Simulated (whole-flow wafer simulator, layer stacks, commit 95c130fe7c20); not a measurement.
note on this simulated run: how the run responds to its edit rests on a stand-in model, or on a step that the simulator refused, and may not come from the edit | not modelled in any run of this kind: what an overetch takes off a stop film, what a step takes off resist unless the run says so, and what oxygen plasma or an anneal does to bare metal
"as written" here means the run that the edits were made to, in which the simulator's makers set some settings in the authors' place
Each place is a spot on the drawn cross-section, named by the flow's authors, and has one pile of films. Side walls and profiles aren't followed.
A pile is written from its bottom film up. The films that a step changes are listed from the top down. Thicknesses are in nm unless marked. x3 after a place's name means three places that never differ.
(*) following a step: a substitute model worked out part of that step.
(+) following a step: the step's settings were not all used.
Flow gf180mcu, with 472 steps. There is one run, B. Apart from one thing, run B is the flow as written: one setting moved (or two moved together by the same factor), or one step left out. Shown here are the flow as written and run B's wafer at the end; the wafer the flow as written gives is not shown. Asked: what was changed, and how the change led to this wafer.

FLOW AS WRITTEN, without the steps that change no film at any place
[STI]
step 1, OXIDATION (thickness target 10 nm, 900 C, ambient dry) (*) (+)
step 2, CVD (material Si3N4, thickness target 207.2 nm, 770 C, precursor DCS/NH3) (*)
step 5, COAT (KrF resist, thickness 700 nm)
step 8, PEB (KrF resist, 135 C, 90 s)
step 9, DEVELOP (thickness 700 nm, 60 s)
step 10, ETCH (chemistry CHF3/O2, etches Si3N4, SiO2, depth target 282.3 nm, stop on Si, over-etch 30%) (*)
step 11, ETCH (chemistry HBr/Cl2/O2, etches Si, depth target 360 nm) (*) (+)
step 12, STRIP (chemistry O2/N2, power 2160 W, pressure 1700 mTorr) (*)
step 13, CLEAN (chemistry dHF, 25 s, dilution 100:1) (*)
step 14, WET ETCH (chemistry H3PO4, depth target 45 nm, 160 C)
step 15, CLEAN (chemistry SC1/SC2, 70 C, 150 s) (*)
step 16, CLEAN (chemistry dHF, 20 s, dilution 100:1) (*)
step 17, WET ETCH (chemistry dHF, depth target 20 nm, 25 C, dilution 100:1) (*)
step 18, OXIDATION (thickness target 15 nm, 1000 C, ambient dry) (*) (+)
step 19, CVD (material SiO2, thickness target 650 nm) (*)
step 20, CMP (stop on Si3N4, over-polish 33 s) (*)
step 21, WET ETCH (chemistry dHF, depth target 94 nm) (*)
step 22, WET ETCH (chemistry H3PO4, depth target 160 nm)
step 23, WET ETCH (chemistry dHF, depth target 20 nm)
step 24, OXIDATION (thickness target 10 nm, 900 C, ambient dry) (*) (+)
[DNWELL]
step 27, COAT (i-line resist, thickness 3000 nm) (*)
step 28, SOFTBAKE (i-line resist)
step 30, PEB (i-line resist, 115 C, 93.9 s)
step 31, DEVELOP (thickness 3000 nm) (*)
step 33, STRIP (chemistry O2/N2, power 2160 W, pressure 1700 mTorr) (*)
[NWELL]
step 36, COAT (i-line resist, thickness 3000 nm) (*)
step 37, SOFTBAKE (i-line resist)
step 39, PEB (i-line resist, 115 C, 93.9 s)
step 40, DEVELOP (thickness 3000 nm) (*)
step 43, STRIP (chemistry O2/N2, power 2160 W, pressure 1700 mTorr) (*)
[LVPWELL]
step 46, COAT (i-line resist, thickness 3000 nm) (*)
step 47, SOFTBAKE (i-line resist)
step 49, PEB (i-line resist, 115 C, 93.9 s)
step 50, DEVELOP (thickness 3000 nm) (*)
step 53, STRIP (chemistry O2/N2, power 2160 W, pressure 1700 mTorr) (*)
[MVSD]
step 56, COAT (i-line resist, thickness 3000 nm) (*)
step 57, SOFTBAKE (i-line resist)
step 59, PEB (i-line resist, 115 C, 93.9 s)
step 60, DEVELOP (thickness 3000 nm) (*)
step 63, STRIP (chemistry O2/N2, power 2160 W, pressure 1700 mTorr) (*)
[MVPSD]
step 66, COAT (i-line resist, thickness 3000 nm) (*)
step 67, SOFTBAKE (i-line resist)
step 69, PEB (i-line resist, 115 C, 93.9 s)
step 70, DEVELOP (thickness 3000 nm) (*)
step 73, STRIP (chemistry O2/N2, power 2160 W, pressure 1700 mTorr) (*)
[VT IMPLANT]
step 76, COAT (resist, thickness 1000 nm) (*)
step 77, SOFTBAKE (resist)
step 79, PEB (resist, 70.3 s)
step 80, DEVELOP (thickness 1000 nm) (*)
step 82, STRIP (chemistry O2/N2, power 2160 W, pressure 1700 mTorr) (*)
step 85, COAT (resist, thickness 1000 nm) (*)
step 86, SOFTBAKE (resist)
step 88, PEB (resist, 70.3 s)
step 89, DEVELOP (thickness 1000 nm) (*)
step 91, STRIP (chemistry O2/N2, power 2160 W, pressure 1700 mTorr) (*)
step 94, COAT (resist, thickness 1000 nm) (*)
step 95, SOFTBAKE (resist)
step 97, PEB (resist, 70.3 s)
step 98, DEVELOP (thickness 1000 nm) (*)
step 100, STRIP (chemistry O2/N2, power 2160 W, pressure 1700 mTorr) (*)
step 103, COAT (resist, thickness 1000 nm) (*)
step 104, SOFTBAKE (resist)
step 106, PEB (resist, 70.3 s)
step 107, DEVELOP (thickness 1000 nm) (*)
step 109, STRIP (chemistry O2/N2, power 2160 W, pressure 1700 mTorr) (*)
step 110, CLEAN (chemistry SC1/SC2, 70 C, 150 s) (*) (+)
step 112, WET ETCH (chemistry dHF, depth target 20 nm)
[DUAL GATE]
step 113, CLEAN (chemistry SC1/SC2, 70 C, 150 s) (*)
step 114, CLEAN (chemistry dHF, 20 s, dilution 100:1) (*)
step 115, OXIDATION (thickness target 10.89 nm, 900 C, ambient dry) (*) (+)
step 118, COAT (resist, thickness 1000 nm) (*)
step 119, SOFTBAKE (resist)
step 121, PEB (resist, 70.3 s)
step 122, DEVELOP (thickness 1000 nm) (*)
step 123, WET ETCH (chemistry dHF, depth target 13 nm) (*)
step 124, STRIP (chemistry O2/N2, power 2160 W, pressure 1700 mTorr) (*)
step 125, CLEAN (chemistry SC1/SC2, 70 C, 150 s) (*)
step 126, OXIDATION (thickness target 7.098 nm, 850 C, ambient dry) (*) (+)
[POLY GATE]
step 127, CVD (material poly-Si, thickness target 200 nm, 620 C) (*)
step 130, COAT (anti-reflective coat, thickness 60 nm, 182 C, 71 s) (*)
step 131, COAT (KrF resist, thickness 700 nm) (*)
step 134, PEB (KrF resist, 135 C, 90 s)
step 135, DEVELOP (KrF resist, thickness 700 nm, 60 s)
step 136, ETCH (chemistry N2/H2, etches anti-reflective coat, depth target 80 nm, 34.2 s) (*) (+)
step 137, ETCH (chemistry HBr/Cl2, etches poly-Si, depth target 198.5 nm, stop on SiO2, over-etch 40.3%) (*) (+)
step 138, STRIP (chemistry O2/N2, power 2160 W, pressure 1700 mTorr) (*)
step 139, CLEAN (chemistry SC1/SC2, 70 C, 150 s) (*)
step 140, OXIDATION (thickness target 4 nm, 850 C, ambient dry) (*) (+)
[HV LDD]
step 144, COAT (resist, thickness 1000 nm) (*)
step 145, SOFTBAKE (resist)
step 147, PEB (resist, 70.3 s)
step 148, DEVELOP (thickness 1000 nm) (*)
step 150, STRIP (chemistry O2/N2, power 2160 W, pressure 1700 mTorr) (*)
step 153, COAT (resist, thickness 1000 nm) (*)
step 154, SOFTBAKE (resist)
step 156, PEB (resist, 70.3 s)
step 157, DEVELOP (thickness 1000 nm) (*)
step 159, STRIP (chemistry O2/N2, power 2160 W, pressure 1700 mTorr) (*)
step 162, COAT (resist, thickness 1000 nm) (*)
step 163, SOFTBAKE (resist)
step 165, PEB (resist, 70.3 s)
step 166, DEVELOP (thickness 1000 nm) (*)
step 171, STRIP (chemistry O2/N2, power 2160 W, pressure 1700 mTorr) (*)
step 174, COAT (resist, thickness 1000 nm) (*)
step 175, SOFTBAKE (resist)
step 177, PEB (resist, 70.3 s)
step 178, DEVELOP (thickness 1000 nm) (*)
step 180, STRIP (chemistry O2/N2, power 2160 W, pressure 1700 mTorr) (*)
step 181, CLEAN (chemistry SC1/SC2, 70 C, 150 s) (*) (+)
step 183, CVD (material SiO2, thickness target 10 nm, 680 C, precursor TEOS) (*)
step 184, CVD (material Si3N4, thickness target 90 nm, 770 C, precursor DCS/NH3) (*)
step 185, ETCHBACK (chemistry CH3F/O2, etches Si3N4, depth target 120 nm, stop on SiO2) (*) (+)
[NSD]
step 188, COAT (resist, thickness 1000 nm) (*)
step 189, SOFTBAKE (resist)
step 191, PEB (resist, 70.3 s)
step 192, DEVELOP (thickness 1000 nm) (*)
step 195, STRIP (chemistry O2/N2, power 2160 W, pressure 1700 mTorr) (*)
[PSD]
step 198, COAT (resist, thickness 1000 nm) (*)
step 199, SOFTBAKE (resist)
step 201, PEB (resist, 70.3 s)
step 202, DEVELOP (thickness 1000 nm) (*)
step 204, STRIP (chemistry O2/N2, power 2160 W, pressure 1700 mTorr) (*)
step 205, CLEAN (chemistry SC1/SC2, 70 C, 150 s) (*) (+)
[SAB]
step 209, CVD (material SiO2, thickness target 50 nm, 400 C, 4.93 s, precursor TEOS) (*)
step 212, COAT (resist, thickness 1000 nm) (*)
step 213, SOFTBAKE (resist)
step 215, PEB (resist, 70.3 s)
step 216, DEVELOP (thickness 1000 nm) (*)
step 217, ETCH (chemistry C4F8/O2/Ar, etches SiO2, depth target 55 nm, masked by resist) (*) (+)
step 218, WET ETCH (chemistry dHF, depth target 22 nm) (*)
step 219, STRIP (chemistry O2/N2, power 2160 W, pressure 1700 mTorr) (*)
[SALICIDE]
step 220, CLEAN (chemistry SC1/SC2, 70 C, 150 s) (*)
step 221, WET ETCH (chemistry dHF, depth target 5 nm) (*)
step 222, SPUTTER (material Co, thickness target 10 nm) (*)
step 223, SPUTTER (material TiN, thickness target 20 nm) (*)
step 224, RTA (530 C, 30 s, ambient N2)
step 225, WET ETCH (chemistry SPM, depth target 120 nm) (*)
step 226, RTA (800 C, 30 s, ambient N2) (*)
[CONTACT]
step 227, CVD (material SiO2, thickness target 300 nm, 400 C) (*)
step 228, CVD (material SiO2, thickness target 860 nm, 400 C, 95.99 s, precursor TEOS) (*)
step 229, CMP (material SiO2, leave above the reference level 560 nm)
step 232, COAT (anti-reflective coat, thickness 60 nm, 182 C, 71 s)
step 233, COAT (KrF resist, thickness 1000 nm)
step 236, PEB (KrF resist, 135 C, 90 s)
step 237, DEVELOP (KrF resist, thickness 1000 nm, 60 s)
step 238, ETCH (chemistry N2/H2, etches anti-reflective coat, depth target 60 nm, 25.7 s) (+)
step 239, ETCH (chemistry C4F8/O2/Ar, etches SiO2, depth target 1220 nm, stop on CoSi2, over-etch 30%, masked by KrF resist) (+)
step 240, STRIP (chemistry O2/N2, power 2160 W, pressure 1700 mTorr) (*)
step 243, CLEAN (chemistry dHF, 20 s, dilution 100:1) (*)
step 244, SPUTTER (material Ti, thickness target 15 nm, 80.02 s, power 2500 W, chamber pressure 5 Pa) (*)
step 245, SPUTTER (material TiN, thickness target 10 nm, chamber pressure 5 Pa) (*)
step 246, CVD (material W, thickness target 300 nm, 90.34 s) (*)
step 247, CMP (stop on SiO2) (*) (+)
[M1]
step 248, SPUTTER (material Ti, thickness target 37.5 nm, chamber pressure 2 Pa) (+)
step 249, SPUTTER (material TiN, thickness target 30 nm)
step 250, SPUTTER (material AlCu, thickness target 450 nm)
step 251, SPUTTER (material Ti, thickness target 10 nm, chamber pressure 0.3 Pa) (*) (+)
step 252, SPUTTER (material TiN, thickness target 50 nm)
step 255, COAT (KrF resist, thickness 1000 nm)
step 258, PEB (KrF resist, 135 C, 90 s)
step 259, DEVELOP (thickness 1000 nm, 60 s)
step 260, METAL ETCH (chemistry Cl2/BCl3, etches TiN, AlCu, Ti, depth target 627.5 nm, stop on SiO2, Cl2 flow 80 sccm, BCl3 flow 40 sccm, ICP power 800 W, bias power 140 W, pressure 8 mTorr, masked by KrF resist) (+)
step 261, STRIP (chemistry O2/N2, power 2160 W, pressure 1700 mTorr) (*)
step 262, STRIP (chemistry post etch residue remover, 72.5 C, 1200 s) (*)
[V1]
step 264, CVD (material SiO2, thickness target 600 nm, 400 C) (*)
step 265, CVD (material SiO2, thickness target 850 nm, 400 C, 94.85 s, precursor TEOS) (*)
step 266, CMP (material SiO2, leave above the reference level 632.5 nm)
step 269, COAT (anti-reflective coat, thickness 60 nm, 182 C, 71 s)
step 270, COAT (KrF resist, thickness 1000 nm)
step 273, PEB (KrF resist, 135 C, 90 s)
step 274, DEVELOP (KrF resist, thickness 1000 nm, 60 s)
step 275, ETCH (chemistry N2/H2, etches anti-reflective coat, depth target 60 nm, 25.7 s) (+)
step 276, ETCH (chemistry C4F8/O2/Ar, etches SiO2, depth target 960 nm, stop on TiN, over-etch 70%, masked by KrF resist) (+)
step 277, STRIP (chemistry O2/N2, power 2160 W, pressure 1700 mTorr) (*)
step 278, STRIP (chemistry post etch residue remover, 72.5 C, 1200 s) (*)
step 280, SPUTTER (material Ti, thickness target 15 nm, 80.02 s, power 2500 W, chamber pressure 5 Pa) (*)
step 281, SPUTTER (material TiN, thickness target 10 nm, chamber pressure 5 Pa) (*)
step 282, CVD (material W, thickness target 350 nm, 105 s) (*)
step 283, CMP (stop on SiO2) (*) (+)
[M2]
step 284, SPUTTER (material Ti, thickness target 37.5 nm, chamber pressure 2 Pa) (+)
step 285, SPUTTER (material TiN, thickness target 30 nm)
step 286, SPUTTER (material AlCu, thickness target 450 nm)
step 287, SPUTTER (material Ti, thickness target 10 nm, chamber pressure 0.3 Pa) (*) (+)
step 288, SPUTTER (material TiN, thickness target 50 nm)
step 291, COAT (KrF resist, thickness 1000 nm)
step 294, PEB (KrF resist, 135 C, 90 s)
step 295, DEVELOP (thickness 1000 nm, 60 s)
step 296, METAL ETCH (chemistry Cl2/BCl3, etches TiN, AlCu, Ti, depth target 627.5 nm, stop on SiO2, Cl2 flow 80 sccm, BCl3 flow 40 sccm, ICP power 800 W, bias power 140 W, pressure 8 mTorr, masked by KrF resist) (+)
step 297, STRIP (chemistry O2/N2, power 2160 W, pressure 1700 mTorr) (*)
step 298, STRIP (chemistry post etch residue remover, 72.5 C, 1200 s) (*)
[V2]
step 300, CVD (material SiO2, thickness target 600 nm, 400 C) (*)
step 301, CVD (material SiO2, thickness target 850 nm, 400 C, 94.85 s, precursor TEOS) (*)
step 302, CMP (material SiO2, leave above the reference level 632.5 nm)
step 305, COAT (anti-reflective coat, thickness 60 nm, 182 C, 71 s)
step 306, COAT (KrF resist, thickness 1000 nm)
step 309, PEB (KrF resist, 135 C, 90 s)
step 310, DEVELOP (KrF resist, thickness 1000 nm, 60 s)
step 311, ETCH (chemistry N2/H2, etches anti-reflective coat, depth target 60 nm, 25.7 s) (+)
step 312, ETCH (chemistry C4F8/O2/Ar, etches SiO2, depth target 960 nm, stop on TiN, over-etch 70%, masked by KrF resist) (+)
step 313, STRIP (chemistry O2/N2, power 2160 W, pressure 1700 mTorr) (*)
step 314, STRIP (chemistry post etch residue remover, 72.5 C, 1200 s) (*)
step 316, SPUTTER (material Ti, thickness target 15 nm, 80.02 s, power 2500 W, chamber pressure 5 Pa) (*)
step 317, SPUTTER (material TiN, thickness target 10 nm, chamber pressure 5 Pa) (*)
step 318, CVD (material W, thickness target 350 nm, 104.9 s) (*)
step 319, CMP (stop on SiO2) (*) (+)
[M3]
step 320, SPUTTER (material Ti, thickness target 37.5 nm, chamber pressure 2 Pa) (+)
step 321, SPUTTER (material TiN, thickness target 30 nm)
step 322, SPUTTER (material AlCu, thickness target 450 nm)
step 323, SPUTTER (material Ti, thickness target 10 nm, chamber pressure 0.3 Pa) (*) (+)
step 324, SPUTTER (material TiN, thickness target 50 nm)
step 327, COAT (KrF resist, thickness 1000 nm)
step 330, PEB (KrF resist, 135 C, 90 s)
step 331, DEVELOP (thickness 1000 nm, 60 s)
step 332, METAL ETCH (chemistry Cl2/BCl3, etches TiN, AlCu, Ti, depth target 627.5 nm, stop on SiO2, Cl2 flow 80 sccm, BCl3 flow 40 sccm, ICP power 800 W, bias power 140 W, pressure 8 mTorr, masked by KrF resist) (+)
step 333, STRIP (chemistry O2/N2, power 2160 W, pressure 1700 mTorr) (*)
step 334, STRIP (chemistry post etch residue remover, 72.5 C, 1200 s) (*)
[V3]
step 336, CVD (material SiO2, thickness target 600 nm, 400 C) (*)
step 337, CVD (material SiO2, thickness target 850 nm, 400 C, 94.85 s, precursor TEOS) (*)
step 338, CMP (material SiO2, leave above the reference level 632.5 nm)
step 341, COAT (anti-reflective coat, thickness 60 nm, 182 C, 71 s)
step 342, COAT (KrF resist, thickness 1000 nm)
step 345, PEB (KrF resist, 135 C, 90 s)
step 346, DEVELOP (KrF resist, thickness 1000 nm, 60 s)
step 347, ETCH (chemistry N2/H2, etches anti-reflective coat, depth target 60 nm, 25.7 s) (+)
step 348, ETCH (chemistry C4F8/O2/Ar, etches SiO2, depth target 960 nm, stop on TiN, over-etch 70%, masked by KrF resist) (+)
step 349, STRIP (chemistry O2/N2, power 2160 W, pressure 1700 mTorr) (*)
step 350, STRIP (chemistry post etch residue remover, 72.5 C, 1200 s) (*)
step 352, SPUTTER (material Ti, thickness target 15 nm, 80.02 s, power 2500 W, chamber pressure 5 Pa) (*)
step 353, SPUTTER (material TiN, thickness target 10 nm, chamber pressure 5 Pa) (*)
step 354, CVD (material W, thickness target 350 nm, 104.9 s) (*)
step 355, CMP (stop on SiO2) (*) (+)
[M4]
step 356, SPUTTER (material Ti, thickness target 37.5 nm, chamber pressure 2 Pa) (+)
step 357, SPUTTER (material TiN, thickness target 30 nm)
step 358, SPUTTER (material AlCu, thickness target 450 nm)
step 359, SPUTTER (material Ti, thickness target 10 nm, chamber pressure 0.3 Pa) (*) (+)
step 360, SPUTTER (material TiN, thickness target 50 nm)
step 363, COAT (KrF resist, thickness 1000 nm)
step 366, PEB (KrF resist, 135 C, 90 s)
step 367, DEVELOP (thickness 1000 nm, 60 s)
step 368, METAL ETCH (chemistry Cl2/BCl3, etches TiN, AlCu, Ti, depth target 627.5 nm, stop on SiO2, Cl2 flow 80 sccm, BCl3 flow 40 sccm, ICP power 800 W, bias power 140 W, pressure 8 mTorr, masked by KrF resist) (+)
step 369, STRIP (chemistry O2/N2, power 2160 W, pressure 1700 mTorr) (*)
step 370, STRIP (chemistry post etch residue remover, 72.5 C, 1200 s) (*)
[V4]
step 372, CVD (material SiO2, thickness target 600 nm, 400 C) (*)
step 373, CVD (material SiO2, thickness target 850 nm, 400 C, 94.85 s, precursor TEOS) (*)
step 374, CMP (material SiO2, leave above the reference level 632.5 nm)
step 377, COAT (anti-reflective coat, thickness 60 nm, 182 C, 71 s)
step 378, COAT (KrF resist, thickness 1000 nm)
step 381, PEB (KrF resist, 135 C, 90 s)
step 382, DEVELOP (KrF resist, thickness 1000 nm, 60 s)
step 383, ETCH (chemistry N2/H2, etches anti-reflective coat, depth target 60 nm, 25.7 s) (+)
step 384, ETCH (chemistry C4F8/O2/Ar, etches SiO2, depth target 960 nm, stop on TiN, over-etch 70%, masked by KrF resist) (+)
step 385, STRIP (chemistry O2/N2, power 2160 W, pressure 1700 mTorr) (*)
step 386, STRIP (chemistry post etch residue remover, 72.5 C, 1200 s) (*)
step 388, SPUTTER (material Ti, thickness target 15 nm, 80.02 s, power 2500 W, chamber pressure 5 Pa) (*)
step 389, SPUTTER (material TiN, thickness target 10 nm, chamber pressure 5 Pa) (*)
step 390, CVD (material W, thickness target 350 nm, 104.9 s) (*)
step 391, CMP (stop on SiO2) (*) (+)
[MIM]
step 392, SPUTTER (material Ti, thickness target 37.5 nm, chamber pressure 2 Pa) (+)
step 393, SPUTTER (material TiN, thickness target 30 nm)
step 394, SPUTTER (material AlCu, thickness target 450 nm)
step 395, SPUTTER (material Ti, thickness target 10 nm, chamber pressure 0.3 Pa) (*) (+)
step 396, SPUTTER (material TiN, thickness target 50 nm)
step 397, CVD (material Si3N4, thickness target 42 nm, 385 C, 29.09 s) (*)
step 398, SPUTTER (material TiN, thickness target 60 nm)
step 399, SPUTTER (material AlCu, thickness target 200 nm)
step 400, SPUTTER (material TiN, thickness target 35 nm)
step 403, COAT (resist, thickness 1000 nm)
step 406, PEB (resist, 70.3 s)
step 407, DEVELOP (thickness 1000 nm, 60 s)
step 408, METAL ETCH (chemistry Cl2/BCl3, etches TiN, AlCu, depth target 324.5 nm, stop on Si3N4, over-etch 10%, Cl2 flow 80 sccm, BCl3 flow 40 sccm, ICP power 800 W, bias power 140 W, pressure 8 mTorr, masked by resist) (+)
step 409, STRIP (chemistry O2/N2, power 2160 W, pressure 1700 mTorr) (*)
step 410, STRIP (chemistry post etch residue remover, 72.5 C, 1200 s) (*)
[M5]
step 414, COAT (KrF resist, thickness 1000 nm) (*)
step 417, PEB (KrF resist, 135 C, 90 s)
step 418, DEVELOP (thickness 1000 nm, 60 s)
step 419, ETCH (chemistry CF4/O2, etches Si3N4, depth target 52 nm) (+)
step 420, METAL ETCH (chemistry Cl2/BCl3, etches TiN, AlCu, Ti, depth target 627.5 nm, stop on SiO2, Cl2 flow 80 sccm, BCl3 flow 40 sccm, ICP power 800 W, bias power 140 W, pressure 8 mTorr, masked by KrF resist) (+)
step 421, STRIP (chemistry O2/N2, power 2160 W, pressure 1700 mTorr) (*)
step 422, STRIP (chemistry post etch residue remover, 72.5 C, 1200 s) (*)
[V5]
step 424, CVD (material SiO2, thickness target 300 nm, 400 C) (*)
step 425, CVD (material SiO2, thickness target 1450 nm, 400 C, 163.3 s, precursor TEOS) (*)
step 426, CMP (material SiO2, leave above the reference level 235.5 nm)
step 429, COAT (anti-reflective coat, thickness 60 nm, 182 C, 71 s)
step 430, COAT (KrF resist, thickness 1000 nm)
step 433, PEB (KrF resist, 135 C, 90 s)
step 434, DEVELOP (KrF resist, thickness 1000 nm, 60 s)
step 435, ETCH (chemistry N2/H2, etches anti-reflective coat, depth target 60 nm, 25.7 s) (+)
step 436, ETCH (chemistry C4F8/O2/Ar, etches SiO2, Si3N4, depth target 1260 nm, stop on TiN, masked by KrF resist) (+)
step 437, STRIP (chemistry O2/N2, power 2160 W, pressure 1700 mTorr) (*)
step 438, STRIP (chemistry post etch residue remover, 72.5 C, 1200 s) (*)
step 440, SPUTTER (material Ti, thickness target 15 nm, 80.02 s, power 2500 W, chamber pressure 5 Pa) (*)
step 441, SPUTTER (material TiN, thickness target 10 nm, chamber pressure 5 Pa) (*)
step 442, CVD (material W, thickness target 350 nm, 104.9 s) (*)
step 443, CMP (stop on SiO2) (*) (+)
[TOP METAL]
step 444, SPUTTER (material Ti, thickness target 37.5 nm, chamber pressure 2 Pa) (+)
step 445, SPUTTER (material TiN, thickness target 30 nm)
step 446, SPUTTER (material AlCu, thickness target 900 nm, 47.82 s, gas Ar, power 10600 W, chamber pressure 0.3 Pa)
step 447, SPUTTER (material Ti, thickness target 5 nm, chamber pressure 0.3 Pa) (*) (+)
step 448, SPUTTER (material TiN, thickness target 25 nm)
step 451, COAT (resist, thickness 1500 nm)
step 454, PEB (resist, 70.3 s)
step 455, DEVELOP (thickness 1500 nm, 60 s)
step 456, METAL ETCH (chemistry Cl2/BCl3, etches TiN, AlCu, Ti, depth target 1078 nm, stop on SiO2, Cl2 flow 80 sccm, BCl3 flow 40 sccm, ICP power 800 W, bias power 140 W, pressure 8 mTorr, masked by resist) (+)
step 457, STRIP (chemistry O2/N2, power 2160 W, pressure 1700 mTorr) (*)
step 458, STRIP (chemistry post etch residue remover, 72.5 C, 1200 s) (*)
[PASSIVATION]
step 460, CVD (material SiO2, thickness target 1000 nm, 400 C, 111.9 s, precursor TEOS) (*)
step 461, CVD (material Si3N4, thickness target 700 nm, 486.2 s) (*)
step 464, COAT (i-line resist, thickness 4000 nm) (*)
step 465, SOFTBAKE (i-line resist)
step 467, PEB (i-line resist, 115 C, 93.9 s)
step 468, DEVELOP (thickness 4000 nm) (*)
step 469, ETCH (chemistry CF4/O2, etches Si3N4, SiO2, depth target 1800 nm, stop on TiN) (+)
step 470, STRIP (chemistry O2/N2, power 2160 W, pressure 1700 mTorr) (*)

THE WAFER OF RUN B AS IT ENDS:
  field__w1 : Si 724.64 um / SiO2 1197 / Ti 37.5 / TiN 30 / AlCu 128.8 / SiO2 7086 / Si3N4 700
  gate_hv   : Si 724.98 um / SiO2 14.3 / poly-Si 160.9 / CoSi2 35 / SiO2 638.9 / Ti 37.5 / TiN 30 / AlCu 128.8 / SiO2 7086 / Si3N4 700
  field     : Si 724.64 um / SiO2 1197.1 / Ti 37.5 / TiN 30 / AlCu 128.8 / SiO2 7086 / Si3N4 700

What caused this: step 250, SPUTTER: thickness target 702 nm was run, whereas the flow has thickness target 450 nm.

Step by step, how the change led to this:
  step 250, SPUTTER (material AlCu, thickness target 450 nm)
      field, field__w1, field__w2 and 108 more: +702 AlCu (new film) (as written it would have been: +450 AlCu (new film))
  step 260, METAL ETCH (chemistry Cl2/BCl3, etches TiN, AlCu, Ti, depth target 627.5 nm, stop on SiO2, Cl2 flow 80 sccm, BCl3 flow 40 sccm, ICP power 800 W, bias power 140 W, pressure 8 mTorr, masked by KrF resist) (+)
      field, field__w1, field__w2 and 99 more: -50 TiN (all of it), -10 Ti (all of it), -567.5 AlCu (as written it would have been: -50 TiN (all of it), -10 Ti (all of it), -450 AlCu (all of it), -30 TiN (all of it), -37.5 Ti (all of it))
  step 262, STRIP (chemistry post etch residue remover, 72.5 C, 1200 s) (*)
      field, field__w1, field__w2 and 99 more: -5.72 AlCu (as written it would have been: nothing)
  step 264, CVD (material SiO2, thickness target 600 nm, 400 C) (*)
      field, field__w1, field__w2 and 99 more: +600 SiO2 (new film) (as written it would have been: +600 SiO2)
  step 266, CMP (material SiO2, leave above the reference level 632.5 nm)
      field, field__w1, field__w2 and 99 more: -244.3 SiO2 (as written it would have been: -300 SiO2)
With metal films that touch counted as one body, field__w1 has 1 body; the flow as written gives 0 bodies.
With metal films that touch counted as one body, gate_hv has 2 bodies (between them, from the top down: SiO2 638.9); the flow as written gives 1 body.
With metal films that touch counted as one body, field has 1 body; the flow as written gives 0 bodies.
